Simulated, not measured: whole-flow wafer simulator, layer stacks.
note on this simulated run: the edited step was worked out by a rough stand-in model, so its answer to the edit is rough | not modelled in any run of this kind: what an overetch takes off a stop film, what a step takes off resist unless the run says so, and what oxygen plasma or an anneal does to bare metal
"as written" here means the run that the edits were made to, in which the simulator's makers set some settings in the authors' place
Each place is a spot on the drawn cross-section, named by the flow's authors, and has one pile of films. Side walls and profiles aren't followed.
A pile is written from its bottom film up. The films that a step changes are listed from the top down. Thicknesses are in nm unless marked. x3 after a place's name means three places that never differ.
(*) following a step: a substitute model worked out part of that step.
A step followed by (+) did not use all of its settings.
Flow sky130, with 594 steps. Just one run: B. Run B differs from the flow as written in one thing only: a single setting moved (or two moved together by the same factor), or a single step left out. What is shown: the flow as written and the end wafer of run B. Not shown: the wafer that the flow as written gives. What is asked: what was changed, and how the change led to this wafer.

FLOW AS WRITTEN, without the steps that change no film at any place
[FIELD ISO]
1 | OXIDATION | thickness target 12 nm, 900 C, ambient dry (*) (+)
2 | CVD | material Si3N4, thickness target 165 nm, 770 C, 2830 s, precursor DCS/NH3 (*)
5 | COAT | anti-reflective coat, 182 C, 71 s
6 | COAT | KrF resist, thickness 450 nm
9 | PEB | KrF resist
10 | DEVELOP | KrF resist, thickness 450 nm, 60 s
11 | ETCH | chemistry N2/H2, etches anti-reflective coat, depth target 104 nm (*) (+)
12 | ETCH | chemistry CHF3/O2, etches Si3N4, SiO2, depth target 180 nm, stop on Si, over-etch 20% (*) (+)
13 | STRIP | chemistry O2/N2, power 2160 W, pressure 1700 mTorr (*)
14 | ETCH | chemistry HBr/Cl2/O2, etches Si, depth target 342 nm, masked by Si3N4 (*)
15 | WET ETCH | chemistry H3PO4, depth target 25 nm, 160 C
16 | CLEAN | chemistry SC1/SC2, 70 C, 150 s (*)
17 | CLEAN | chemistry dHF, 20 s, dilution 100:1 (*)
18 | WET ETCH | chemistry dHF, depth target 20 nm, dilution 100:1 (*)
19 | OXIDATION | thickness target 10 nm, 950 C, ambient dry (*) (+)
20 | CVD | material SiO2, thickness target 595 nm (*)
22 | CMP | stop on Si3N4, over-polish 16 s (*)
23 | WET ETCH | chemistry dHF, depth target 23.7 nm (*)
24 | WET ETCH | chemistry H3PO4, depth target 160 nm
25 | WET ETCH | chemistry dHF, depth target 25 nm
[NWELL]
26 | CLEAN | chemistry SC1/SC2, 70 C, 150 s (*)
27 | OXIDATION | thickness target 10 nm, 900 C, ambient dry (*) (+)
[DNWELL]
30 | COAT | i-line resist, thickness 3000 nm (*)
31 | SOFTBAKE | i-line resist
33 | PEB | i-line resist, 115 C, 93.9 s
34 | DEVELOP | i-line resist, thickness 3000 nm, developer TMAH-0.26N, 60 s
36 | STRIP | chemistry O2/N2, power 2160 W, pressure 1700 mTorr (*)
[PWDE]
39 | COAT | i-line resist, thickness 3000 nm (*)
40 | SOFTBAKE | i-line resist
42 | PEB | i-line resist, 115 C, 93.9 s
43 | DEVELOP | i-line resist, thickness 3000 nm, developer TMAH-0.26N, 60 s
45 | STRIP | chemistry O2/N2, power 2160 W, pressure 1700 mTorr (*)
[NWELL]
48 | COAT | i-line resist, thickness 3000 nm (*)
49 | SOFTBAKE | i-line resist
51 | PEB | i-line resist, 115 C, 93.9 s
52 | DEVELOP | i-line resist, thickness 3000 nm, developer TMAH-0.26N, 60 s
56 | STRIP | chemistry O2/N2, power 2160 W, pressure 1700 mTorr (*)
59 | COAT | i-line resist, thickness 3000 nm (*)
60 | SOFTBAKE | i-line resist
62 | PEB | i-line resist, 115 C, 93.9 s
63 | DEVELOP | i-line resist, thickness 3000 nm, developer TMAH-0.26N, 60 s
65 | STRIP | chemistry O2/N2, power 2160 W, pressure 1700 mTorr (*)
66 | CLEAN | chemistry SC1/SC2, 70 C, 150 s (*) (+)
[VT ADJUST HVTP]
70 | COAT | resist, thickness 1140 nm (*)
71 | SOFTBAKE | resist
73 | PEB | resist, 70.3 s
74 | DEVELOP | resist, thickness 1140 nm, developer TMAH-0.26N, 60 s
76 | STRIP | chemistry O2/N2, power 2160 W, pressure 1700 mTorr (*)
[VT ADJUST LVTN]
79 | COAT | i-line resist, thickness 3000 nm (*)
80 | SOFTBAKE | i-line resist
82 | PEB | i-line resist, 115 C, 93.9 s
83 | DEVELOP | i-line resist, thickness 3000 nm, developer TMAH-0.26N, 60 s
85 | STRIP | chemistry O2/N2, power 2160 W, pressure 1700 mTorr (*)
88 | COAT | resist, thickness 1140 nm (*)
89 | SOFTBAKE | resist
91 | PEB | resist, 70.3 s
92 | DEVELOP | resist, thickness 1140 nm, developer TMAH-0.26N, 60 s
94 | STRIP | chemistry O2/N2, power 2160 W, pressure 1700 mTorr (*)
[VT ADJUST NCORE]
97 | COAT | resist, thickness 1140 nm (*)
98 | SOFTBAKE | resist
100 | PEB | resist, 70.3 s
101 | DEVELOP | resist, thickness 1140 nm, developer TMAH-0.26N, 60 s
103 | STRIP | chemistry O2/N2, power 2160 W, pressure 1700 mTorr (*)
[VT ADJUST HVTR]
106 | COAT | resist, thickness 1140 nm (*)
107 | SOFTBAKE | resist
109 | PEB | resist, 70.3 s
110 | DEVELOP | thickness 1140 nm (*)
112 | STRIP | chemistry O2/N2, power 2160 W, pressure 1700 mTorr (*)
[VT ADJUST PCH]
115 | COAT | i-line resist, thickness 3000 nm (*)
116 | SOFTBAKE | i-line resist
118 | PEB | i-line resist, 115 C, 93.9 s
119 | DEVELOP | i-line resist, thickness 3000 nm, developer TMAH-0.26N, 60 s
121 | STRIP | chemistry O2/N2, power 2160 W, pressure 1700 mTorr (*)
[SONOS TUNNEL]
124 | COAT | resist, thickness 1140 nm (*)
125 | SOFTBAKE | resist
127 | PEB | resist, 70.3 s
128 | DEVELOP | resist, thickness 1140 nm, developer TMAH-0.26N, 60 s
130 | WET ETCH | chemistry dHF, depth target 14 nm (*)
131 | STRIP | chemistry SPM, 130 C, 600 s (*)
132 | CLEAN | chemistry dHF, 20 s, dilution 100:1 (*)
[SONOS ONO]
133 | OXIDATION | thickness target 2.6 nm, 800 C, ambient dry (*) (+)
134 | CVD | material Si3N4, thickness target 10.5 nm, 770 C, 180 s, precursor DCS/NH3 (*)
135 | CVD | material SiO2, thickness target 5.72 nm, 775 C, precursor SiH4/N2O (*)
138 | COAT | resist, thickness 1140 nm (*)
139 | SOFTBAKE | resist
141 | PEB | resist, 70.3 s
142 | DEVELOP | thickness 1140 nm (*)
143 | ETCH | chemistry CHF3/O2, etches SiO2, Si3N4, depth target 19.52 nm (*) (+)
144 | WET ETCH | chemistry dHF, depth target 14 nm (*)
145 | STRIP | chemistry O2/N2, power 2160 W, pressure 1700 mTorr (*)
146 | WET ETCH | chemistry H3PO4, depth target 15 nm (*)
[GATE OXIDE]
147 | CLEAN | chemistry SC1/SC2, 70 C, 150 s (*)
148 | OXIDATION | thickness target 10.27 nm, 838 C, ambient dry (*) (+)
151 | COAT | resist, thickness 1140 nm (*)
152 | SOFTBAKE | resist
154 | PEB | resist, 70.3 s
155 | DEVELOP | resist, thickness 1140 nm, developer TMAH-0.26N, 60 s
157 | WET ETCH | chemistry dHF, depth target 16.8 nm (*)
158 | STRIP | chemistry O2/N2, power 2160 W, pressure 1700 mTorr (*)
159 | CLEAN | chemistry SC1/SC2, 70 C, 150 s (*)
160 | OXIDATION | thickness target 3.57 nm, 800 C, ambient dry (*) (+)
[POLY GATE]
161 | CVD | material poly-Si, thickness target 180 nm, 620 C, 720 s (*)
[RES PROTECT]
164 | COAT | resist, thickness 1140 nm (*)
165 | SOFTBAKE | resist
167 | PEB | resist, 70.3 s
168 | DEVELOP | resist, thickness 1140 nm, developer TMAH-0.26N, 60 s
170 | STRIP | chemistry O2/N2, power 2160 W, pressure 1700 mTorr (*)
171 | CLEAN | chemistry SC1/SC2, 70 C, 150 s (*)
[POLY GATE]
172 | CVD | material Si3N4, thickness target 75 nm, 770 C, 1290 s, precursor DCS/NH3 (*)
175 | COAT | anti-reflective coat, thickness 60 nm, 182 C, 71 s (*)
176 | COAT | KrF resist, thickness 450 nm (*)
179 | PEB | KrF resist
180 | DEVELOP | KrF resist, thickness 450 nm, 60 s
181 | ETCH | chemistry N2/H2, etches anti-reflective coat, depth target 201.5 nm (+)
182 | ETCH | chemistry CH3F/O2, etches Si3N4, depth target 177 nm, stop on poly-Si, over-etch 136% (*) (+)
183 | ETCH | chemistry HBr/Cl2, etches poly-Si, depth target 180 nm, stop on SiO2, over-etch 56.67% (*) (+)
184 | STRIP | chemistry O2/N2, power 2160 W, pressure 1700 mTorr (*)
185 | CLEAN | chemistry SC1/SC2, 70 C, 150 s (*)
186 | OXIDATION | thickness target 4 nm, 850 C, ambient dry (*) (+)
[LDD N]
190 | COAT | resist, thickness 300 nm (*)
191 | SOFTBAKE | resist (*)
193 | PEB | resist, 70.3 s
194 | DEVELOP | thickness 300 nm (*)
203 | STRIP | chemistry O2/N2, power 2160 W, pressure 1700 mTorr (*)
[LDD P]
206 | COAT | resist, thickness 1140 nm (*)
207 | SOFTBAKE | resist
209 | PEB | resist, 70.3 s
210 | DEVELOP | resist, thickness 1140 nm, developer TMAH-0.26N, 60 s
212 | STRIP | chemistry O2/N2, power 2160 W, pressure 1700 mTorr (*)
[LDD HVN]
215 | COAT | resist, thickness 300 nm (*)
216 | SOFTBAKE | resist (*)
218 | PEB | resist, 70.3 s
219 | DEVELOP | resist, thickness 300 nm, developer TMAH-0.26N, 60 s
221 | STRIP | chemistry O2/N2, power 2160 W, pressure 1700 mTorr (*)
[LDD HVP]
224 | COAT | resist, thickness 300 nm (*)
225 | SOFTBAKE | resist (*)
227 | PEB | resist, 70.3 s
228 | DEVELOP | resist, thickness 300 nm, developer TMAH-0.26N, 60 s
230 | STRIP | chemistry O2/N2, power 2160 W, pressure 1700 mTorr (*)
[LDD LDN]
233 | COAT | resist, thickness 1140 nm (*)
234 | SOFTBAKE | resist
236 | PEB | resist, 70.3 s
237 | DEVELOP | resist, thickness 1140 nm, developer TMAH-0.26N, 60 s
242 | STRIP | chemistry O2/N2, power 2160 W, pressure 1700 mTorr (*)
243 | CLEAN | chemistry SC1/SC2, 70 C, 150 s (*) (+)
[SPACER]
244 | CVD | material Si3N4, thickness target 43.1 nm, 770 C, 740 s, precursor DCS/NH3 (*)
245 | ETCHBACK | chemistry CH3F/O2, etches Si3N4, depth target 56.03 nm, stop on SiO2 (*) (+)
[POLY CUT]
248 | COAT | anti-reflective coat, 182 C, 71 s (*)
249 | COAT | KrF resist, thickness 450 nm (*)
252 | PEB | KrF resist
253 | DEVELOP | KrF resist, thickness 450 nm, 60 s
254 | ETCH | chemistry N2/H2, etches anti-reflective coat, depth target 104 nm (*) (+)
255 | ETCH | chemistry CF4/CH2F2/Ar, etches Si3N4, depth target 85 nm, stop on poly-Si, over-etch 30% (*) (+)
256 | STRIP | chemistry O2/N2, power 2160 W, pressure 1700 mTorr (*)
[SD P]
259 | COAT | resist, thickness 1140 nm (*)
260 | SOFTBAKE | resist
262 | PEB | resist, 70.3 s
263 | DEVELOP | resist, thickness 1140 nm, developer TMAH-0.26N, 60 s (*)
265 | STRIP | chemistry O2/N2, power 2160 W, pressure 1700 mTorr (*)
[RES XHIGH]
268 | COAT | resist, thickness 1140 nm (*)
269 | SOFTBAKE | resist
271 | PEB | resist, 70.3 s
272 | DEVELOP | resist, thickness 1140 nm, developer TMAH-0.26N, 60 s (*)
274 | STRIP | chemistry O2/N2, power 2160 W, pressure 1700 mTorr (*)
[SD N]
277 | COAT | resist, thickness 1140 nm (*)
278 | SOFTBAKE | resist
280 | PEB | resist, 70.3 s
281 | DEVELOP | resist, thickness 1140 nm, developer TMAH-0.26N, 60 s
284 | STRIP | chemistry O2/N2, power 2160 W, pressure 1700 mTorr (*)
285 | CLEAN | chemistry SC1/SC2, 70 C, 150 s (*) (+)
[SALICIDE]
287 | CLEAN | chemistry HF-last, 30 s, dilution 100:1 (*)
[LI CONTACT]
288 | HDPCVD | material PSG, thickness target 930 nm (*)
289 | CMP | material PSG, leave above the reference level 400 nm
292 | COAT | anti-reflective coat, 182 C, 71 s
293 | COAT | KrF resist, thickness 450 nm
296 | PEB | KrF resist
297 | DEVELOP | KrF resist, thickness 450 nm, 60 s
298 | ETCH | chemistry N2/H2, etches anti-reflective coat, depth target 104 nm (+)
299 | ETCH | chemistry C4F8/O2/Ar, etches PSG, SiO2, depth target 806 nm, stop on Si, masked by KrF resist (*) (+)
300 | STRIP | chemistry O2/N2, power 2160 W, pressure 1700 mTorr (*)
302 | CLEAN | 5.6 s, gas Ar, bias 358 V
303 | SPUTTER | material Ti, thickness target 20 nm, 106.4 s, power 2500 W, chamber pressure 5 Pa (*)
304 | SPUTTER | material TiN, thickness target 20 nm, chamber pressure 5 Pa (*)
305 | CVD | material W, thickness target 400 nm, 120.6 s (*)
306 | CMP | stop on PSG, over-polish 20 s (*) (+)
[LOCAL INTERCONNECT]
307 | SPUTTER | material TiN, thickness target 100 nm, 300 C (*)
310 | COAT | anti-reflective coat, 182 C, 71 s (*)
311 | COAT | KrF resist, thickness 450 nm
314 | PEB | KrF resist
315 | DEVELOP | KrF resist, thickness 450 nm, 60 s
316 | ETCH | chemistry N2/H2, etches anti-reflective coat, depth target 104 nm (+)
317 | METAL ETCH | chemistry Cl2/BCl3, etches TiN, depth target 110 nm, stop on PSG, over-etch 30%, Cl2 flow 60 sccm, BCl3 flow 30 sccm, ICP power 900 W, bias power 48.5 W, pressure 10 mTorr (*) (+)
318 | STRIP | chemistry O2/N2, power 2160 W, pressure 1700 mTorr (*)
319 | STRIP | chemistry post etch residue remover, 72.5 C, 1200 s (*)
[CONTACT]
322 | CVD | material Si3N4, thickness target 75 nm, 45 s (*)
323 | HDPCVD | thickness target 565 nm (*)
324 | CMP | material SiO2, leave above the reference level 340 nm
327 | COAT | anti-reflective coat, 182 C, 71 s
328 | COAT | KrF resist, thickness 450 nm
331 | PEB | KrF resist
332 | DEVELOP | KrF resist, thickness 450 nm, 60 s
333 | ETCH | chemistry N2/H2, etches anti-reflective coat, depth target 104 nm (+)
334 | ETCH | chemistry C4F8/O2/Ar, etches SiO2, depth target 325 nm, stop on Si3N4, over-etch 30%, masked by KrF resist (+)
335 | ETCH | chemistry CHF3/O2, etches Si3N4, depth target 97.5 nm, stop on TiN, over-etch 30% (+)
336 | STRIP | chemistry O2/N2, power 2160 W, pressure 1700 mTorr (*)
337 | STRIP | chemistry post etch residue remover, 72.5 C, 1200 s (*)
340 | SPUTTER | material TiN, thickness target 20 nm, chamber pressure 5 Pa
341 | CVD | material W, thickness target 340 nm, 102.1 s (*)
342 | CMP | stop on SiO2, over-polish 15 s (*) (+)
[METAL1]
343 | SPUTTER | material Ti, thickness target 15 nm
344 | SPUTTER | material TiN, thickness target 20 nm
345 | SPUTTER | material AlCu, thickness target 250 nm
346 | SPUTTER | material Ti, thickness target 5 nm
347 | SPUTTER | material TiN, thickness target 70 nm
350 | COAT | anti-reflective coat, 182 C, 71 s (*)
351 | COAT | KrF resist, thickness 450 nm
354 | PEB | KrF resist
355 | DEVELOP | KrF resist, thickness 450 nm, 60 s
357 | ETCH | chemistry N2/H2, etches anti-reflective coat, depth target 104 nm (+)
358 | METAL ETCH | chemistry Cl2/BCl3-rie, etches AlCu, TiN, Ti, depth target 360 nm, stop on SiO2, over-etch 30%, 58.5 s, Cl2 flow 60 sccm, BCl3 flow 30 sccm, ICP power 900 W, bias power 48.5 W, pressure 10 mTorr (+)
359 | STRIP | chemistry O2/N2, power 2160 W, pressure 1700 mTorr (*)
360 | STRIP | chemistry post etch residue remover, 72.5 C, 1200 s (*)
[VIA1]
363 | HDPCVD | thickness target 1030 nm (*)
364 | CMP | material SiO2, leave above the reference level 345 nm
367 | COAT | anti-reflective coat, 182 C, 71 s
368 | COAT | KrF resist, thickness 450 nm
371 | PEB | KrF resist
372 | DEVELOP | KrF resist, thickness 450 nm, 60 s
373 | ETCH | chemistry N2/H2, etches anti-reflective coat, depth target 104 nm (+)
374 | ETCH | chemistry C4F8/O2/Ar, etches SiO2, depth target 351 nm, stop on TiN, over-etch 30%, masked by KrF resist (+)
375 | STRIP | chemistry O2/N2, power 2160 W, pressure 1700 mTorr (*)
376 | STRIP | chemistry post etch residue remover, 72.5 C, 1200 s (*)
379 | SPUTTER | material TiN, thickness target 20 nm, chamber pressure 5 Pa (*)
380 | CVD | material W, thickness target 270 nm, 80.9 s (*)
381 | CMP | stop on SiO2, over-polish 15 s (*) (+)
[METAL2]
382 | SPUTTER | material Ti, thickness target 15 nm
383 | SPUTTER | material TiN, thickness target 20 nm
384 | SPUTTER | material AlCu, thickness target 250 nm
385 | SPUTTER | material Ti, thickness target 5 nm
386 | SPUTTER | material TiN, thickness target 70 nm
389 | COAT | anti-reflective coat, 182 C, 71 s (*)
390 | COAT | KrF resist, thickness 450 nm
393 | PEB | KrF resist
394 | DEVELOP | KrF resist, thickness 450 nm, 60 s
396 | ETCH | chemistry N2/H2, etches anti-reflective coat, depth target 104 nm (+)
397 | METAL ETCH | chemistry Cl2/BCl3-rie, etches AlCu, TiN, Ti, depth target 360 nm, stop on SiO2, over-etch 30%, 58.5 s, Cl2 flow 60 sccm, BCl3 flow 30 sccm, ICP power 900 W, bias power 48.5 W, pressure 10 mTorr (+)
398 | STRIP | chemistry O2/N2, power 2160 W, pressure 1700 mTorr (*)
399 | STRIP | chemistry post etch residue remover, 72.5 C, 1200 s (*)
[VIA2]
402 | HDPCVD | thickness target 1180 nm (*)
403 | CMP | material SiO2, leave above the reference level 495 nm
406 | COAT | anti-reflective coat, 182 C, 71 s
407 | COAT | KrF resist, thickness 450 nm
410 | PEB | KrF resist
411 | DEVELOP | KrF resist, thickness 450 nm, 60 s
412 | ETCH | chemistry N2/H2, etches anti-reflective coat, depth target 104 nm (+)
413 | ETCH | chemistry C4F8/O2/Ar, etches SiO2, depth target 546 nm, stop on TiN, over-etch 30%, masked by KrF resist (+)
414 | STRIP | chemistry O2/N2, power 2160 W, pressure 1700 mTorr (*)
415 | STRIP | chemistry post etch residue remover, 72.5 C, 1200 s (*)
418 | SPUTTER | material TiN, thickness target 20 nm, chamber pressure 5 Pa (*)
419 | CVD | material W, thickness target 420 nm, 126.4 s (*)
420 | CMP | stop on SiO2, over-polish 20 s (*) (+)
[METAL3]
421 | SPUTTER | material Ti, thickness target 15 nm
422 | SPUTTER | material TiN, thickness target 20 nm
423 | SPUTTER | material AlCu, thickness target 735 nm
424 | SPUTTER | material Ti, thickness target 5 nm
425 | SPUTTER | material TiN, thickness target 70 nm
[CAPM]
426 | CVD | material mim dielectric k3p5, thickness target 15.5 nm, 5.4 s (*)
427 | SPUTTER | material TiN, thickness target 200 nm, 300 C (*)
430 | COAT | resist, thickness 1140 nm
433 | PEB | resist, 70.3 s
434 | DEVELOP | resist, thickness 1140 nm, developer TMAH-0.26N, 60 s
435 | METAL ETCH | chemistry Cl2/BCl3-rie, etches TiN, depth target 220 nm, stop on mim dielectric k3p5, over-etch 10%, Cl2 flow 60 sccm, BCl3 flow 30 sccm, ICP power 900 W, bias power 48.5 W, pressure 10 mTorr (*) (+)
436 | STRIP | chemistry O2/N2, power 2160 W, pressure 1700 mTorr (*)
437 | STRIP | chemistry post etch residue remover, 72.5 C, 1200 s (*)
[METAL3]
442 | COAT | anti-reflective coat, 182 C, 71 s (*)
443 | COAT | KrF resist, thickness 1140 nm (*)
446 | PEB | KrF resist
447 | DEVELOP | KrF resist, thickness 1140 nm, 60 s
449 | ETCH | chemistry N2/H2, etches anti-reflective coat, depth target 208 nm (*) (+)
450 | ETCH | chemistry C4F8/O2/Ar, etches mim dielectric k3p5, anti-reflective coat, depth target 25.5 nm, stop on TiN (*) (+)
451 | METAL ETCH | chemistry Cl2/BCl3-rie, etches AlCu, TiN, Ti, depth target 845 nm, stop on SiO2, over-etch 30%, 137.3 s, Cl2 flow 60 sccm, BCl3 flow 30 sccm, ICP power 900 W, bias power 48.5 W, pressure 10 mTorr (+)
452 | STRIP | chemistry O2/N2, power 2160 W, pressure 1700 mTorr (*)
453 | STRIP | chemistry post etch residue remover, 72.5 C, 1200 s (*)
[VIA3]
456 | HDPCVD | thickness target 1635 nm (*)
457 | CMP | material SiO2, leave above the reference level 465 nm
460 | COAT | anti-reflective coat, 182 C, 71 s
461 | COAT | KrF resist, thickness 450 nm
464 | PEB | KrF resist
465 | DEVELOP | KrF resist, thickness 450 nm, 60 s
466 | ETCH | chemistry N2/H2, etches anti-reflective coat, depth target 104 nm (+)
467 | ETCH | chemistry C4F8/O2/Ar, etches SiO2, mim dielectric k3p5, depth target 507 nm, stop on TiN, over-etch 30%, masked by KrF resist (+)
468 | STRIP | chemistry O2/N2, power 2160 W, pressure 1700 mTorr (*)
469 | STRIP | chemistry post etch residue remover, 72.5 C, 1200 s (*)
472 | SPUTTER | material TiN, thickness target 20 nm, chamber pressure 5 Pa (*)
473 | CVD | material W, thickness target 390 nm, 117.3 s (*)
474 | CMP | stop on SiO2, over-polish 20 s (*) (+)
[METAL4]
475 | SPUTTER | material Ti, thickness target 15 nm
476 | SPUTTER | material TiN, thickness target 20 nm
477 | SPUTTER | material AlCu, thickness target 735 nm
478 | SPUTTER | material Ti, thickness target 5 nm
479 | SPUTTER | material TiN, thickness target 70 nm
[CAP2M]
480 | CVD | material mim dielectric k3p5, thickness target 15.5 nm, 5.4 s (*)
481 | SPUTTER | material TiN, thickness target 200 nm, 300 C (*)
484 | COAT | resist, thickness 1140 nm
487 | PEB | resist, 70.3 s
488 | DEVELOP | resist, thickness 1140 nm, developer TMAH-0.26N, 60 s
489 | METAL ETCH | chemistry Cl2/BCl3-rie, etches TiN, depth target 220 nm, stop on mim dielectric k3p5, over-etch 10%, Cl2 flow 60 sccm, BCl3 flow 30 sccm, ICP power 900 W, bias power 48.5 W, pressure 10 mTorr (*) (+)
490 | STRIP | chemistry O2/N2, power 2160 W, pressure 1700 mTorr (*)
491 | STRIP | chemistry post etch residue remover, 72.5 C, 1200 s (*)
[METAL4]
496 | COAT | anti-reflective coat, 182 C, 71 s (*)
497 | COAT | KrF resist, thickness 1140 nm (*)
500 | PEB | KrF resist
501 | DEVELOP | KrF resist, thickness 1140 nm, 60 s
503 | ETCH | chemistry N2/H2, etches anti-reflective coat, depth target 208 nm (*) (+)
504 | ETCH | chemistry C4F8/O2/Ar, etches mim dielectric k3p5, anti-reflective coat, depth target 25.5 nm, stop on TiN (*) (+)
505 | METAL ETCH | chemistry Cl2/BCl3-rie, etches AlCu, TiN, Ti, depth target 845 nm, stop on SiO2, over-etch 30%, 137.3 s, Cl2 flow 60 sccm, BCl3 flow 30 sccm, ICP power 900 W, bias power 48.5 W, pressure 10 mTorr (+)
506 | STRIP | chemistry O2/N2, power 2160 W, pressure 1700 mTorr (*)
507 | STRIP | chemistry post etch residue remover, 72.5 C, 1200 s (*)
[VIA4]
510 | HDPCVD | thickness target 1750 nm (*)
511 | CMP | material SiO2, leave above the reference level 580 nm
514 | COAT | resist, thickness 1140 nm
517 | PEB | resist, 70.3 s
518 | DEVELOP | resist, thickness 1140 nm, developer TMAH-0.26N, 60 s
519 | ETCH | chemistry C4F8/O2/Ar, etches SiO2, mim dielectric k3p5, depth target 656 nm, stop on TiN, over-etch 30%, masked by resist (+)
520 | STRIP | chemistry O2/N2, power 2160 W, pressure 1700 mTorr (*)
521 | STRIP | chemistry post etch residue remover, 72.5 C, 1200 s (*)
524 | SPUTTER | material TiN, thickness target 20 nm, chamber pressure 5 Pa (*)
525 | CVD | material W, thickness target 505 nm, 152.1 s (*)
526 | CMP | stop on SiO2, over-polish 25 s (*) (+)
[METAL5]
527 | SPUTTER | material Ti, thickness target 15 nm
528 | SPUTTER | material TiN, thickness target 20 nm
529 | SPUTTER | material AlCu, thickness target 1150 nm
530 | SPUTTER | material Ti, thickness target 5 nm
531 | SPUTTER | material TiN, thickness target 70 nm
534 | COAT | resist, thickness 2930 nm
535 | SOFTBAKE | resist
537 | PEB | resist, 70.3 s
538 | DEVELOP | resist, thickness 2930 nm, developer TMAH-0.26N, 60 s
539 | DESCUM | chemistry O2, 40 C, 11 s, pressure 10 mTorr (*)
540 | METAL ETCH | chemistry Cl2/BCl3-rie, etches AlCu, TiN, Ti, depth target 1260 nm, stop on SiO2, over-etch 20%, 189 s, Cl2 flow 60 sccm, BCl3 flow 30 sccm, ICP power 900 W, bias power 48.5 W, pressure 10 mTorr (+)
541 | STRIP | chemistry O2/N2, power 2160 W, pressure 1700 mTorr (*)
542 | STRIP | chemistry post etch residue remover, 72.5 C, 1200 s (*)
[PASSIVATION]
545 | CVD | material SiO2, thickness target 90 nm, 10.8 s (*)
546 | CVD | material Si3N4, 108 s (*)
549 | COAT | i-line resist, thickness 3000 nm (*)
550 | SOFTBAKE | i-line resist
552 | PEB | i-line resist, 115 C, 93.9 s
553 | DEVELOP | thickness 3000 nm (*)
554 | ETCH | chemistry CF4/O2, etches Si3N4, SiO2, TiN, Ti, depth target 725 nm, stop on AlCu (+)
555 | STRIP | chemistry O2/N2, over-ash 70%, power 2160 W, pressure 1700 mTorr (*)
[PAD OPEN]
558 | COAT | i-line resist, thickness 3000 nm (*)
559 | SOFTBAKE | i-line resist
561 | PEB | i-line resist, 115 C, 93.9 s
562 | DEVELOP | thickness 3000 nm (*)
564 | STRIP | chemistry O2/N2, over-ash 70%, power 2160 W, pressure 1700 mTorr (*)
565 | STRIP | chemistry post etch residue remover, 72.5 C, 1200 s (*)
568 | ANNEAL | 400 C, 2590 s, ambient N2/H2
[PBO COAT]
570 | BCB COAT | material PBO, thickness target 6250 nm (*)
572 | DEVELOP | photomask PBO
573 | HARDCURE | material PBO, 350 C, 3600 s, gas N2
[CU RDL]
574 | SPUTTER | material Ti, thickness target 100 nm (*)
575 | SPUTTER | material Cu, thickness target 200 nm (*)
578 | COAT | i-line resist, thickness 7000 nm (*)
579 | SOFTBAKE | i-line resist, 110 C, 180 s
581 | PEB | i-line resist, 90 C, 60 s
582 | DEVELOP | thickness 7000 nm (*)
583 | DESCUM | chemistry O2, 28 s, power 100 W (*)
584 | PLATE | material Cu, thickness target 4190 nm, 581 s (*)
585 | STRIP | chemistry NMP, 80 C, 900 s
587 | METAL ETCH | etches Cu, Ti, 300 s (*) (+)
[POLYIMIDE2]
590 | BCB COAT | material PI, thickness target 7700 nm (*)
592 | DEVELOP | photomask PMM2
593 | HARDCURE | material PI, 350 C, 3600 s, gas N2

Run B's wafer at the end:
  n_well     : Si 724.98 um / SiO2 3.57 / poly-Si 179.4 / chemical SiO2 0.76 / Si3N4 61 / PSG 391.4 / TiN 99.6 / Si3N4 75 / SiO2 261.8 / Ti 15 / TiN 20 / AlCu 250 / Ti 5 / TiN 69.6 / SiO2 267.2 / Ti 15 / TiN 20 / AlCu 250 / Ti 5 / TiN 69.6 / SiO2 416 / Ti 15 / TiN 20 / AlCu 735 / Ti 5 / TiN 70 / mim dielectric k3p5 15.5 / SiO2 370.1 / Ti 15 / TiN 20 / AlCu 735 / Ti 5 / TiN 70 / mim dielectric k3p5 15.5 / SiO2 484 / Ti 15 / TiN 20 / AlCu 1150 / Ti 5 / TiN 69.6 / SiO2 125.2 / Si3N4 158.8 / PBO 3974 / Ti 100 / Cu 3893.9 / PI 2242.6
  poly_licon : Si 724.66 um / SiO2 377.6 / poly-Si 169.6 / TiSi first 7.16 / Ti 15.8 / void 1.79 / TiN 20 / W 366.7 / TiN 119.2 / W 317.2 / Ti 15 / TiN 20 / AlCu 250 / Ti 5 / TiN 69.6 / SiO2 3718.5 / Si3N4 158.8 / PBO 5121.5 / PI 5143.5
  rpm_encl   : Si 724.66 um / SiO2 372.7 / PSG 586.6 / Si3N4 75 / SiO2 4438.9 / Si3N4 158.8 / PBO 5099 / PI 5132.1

Cause: step 575, SPUTTER: thickness target 94 nm was run, whereas the flow has thickness target 200 nm.

The path from the change to this, step by step:
  575 | SPUTTER | material Cu, thickness target 200 nm (*)
      field, active, n_well and 190 more: Cu gains 94 (new film) (in the flow as written it would be: Cu gains 200 (new film))
  587 | METAL ETCH | etches Cu, Ti, 300 s (*) (+)
      field, active, gate and 167 more: Cu loses 94 (all of it), Ti loses 100 (all of it) (in the flow as written it would be: Cu loses 200 (all of it), Ti loses 100 (all of it))
  590 | BCB COAT | material PI, thickness target 7700 nm (*)
      n_well, p_well, sd_n, sd_p: PI gains 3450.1 (new film) (in the flow as written it would be: PI gains 3344.1 (new film))
      mim: PI gains 3771.7 (new film) (in the flow as written it would be: PI gains 3670.5 (new film))
      (as well as at 14 more places)
  593 | HARDCURE | material PI, 350 C, 3600 s, gas N2
      n_well, p_well, sd_n, sd_p: PI loses 1207.5 (in the flow as written it would be: PI loses 1170.4)
